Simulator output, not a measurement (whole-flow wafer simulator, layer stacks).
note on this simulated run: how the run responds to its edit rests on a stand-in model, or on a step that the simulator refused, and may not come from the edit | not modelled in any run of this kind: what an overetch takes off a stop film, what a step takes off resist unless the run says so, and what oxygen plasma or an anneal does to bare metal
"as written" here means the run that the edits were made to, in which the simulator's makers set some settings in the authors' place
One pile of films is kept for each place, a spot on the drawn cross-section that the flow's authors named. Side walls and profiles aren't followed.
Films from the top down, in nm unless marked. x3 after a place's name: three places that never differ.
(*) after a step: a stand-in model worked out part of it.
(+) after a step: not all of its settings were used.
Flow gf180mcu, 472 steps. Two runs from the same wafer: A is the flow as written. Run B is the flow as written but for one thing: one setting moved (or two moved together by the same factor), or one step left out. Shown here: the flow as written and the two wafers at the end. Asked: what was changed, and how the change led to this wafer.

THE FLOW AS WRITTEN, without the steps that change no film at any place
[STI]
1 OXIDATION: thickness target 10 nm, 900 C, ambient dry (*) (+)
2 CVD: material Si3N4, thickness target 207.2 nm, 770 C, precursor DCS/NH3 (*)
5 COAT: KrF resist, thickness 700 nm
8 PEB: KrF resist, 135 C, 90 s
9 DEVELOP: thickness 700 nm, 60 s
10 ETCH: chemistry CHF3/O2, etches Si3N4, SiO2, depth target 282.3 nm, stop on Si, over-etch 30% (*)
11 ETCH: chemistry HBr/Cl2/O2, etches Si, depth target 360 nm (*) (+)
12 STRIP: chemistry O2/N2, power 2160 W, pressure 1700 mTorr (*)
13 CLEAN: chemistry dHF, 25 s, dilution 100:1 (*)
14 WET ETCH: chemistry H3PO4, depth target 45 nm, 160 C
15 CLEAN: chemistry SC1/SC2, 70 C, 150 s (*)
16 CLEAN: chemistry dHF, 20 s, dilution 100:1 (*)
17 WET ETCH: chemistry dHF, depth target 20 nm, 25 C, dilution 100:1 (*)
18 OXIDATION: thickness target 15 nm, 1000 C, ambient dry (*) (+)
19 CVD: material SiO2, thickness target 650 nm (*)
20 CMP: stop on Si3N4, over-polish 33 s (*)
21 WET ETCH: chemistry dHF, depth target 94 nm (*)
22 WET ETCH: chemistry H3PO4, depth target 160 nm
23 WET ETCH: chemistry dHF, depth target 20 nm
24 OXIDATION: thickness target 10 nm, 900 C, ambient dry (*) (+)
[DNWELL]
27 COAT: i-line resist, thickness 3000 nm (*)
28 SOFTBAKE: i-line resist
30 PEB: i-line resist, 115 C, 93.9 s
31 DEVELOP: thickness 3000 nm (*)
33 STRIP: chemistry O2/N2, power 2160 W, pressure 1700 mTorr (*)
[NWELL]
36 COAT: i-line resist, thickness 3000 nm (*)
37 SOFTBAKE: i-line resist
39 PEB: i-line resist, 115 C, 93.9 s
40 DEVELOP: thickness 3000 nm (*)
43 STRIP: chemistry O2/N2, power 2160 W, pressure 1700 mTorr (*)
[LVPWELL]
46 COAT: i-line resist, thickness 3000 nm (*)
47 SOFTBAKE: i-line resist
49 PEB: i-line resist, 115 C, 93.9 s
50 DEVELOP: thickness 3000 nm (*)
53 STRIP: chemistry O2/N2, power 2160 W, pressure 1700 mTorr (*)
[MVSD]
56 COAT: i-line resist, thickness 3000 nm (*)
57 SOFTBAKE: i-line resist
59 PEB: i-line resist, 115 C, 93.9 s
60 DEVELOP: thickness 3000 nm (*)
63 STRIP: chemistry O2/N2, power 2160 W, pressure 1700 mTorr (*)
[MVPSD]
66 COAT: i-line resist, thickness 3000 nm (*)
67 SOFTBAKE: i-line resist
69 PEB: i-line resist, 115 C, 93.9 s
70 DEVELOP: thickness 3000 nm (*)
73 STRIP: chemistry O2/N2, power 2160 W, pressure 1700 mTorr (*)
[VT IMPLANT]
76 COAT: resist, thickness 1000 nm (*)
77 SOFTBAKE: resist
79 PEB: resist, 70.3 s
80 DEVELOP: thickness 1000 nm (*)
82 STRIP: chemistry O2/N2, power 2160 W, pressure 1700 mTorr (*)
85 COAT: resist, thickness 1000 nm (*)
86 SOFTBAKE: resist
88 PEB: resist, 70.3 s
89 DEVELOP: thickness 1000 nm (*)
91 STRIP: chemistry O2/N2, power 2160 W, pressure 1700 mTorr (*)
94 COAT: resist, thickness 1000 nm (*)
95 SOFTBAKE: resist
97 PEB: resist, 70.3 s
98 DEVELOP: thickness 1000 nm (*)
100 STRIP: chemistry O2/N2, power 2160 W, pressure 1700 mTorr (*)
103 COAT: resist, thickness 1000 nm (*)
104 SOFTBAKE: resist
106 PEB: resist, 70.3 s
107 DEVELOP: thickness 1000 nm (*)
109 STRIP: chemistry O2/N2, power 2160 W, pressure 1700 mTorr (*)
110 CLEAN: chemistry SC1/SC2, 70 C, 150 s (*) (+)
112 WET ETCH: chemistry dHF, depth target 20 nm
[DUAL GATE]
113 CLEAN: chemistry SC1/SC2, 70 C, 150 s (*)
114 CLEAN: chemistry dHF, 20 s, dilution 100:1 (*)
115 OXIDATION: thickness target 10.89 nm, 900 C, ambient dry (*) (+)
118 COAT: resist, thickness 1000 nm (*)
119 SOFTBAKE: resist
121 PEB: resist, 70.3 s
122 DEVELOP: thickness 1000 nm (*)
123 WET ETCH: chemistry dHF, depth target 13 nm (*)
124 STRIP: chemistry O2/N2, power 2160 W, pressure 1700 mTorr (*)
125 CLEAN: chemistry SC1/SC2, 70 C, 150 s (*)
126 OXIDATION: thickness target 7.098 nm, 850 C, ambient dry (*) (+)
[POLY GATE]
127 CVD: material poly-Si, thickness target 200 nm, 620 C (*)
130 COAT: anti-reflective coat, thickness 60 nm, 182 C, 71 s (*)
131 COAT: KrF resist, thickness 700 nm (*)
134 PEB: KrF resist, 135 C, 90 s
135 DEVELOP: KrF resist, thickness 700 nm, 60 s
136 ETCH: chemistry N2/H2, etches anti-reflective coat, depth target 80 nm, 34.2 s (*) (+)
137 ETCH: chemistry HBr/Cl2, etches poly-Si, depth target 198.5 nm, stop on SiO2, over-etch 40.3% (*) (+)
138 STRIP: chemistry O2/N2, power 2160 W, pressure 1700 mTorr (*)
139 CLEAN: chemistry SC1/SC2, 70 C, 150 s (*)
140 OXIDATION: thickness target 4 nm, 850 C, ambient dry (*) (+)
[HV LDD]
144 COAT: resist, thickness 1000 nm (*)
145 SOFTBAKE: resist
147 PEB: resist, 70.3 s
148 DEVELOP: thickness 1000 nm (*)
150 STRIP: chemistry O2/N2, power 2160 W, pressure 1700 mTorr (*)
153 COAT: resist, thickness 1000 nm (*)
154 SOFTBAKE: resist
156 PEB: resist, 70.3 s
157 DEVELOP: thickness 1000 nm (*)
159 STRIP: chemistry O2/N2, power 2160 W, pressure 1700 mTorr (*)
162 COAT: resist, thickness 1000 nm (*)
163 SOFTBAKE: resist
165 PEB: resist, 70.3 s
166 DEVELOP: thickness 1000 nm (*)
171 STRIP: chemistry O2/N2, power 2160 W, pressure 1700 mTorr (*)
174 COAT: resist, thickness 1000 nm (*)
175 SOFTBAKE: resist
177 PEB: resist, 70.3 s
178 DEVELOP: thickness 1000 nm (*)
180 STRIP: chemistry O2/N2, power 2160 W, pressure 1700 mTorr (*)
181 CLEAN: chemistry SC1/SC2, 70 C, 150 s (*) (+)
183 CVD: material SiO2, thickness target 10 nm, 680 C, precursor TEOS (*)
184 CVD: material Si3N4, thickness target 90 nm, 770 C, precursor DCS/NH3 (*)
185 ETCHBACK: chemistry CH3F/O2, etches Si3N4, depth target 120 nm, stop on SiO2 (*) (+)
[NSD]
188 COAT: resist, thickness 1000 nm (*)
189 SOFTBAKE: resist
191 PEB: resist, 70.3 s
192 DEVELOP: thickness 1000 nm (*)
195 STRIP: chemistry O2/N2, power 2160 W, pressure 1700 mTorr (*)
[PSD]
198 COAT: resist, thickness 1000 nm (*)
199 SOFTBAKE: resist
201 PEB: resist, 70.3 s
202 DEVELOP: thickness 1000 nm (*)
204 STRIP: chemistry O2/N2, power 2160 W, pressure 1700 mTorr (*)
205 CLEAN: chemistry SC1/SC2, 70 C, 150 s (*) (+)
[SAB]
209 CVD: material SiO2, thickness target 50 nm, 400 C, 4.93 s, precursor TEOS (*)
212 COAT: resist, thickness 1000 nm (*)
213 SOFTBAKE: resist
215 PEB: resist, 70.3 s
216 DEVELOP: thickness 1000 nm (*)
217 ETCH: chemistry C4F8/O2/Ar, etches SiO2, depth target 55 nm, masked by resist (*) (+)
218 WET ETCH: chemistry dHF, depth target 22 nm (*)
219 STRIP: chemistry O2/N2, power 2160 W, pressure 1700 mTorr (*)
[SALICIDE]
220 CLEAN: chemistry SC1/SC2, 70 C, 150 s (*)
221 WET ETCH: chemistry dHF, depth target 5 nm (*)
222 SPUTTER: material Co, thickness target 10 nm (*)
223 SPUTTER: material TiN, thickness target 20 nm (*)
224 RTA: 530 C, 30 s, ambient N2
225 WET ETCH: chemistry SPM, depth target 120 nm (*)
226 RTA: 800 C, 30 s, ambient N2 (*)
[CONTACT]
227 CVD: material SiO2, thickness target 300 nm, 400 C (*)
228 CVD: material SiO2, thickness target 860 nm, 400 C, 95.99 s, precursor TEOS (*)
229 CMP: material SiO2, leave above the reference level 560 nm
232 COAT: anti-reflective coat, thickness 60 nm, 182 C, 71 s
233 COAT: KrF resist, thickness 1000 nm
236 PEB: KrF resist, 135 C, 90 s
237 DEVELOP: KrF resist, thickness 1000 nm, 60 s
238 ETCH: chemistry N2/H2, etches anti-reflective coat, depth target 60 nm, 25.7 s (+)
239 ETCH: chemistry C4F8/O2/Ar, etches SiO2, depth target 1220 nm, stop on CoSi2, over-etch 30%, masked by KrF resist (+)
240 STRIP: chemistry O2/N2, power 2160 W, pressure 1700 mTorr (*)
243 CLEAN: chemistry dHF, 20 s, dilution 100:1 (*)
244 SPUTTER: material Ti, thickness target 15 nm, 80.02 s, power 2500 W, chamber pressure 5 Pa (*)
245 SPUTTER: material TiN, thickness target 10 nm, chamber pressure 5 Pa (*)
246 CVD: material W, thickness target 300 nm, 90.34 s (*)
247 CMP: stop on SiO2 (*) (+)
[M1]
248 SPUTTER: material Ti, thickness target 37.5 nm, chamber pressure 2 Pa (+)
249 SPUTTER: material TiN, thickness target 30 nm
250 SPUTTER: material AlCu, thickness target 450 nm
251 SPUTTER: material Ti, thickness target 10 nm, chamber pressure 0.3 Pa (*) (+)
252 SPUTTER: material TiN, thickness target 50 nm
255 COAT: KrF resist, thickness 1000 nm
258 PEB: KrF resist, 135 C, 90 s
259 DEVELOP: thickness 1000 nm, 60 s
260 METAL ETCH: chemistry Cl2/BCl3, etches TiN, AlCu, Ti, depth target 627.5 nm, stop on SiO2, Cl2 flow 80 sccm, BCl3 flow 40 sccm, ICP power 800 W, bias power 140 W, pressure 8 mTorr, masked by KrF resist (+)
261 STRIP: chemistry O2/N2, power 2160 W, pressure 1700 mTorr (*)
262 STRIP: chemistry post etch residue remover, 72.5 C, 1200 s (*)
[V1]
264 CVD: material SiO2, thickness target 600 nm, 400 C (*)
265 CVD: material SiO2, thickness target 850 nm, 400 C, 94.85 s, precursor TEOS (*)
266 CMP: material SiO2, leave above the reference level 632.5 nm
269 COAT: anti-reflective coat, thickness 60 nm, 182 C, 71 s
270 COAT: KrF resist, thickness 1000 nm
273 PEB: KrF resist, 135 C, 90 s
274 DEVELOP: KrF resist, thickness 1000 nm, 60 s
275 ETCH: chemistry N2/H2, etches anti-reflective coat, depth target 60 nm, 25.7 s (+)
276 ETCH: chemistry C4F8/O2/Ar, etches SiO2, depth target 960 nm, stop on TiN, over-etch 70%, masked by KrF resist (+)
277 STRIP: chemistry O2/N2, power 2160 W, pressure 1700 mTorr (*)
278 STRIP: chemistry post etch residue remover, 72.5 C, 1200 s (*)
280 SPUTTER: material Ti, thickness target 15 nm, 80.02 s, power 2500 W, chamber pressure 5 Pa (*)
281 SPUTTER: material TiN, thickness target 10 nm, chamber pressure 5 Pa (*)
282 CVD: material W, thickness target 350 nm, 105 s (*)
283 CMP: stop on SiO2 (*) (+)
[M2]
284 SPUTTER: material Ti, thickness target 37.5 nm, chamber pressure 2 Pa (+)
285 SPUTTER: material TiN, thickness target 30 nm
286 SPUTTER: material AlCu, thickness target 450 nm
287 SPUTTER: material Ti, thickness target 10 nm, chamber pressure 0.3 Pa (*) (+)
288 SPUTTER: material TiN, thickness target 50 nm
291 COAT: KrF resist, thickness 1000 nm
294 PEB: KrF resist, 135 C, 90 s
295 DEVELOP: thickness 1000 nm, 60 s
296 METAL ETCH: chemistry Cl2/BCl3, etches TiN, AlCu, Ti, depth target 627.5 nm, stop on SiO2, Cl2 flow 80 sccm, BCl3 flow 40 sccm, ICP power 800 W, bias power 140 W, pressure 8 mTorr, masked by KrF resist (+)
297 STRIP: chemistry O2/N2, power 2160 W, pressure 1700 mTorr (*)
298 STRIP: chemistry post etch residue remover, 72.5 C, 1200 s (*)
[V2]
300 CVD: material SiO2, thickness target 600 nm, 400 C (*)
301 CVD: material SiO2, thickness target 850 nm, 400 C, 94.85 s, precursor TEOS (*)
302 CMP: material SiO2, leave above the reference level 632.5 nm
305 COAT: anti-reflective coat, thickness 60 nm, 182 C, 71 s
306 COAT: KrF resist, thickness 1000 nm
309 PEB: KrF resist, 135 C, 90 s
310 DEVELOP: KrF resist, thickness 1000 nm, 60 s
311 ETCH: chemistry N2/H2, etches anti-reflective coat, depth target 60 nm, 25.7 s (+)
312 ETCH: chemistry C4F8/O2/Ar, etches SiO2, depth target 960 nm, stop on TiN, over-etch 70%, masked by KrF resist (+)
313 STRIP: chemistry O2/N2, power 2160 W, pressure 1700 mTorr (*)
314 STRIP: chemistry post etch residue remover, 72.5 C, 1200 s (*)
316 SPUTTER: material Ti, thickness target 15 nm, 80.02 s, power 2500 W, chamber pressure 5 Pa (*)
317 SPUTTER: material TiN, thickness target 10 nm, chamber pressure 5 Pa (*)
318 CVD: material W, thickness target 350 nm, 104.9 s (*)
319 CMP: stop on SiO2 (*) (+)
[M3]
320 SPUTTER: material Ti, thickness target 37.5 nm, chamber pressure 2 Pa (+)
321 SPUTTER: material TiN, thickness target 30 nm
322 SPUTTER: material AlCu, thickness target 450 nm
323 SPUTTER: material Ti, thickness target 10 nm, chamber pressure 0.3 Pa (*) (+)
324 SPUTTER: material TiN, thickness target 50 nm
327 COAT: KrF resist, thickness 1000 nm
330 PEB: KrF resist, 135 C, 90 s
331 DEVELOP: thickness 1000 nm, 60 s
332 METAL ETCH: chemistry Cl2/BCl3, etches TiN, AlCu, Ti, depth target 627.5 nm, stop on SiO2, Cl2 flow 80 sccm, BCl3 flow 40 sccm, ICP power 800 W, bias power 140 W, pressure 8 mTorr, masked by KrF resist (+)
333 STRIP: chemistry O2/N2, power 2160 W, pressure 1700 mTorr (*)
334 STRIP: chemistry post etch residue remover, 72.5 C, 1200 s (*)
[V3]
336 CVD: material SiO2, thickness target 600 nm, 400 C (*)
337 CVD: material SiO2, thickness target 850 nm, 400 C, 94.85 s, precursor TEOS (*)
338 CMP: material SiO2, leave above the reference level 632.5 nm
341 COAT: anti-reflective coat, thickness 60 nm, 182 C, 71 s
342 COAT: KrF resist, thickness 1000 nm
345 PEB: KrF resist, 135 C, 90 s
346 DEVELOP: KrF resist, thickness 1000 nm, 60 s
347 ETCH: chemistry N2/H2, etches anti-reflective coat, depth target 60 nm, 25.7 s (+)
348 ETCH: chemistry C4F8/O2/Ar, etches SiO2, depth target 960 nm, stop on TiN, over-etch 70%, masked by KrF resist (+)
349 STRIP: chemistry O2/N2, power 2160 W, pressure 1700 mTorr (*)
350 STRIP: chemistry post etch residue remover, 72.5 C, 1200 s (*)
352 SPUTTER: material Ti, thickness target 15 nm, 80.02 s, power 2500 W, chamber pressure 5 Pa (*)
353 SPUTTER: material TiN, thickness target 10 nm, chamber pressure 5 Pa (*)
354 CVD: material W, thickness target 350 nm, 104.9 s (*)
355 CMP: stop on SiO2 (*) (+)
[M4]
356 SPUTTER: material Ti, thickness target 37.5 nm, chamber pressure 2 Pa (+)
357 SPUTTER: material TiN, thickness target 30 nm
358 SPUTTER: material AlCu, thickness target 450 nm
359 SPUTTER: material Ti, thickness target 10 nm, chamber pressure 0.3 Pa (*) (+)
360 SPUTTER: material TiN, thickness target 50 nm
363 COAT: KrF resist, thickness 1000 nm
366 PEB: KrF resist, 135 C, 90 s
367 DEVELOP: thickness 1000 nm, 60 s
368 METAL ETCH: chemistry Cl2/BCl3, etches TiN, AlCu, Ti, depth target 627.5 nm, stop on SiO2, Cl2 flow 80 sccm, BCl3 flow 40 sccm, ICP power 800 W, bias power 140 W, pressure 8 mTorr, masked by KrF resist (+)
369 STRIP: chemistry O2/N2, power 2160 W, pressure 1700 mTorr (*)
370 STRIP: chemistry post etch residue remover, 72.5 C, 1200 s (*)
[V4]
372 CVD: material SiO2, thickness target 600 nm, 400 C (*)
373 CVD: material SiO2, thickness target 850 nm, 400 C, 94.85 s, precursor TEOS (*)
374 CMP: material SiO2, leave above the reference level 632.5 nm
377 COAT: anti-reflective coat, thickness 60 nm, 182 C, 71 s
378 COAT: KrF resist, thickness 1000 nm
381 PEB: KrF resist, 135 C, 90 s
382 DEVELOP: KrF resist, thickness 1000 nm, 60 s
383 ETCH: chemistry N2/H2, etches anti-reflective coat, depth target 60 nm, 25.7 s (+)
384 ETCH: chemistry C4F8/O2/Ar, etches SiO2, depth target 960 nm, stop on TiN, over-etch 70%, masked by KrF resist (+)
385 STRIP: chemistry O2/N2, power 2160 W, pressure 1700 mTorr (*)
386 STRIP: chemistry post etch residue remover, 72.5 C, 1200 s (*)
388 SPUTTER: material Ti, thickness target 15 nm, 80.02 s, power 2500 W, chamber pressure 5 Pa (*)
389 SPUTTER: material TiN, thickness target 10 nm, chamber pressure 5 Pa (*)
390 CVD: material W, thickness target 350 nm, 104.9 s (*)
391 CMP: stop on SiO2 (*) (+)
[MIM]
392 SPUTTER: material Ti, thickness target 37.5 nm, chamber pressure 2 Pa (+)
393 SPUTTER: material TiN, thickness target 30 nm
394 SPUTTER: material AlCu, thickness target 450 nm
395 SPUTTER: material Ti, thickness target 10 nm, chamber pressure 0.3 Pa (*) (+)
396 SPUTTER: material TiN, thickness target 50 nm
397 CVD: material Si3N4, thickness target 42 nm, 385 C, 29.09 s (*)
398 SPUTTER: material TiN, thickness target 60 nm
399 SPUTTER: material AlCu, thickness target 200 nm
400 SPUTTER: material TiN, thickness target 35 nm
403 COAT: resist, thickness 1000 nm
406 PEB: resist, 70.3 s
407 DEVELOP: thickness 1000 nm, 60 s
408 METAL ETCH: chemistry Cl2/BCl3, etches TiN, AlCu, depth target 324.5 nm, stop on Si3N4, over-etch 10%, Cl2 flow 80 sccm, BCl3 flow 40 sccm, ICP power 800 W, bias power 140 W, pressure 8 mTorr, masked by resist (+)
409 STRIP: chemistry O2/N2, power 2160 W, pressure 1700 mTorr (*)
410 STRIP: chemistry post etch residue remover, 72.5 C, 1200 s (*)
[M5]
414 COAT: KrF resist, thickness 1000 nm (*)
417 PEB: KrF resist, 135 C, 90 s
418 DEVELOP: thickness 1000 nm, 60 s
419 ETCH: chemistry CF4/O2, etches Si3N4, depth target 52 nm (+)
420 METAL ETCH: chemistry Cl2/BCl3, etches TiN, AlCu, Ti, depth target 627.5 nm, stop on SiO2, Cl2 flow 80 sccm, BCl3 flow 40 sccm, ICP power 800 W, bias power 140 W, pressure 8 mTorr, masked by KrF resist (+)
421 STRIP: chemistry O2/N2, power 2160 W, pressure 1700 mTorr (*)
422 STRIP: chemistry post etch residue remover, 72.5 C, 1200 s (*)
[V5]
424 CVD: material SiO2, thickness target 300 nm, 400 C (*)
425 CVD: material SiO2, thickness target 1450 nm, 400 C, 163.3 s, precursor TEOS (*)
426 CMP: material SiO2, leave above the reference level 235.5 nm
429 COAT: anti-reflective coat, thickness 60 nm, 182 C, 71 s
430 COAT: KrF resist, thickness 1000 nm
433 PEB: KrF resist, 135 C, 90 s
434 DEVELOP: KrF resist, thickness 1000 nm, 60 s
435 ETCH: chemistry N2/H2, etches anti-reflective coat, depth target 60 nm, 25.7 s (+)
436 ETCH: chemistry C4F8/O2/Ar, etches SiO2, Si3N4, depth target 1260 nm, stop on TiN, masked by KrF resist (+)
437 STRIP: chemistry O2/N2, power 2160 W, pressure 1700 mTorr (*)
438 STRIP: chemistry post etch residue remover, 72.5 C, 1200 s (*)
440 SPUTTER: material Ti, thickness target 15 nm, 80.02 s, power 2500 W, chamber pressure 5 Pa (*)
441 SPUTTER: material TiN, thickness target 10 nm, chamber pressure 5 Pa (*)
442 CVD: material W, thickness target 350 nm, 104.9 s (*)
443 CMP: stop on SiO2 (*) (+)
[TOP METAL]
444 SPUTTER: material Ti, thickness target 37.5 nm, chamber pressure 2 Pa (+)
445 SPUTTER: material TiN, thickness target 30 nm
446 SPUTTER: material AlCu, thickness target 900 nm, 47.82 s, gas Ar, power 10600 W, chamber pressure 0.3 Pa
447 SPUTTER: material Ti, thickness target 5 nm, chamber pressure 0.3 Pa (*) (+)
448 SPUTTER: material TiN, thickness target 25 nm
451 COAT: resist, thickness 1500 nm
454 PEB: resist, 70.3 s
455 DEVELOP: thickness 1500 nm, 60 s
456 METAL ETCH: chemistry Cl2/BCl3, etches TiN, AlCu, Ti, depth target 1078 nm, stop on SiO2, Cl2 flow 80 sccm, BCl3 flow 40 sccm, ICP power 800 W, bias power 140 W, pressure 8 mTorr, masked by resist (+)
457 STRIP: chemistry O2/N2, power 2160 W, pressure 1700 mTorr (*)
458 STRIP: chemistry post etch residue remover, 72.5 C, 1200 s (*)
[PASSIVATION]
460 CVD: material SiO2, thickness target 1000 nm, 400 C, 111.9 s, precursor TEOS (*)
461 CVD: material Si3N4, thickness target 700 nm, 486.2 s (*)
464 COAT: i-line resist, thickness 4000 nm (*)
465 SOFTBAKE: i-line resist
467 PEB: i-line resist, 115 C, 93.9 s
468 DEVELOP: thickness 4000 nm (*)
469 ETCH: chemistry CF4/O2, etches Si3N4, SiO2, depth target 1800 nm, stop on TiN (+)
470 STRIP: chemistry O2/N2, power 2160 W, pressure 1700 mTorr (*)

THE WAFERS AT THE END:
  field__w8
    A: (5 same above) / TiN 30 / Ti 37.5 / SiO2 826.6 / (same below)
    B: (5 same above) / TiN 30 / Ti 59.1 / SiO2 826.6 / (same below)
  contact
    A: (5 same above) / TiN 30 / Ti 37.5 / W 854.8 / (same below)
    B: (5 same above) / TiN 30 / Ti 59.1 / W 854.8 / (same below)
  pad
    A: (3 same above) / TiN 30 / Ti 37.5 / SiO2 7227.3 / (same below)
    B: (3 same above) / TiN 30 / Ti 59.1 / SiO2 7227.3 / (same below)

The cause: step 444, SPUTTER: thickness target 59.1 nm was run, where the flow has thickness target 37.5 nm.
It can be read off the wafer: field__w8 has Ti 59.1, and step 444 as written asks for 37.5 nm.

How the change led to this, step by step:
  444 SPUTTER: material Ti, thickness target 37.5 nm, chamber pressure 2 Pa (+)
      field, field__w1, field__w2 and 109 more: A Ti +37.5 (new film) | B Ti +59.1 (new film)
  456 METAL ETCH: chemistry Cl2/BCl3, etches TiN, AlCu, Ti, depth target 1078 nm, stop on SiO2, Cl2 flow 80 sccm, BCl3 flow 40 sccm, ICP power 800 W, bias power 140 W, pressure 8 mTorr, masked by resist (+)
      field, field__w1, field__w2 and 103 more: A TiN -25 (all of it), Ti -5 (all of it), AlCu -900 (all of it), TiN -30 (all of it), Ti -37.5 (all of it) | B TiN -25 (all of it), Ti -5 (all of it), AlCu -900 (all of it), TiN -30 (all of it), Ti -59.1 (all of it)
  465 SOFTBAKE: i-line resist
      gate: A i-line resist +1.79 | B i-line resist -0.2
      ld_acc_p, ld_fp_p, ld_drift_p: A i-line resist +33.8 | B i-line resist +27.8
      (and at 62 more places)
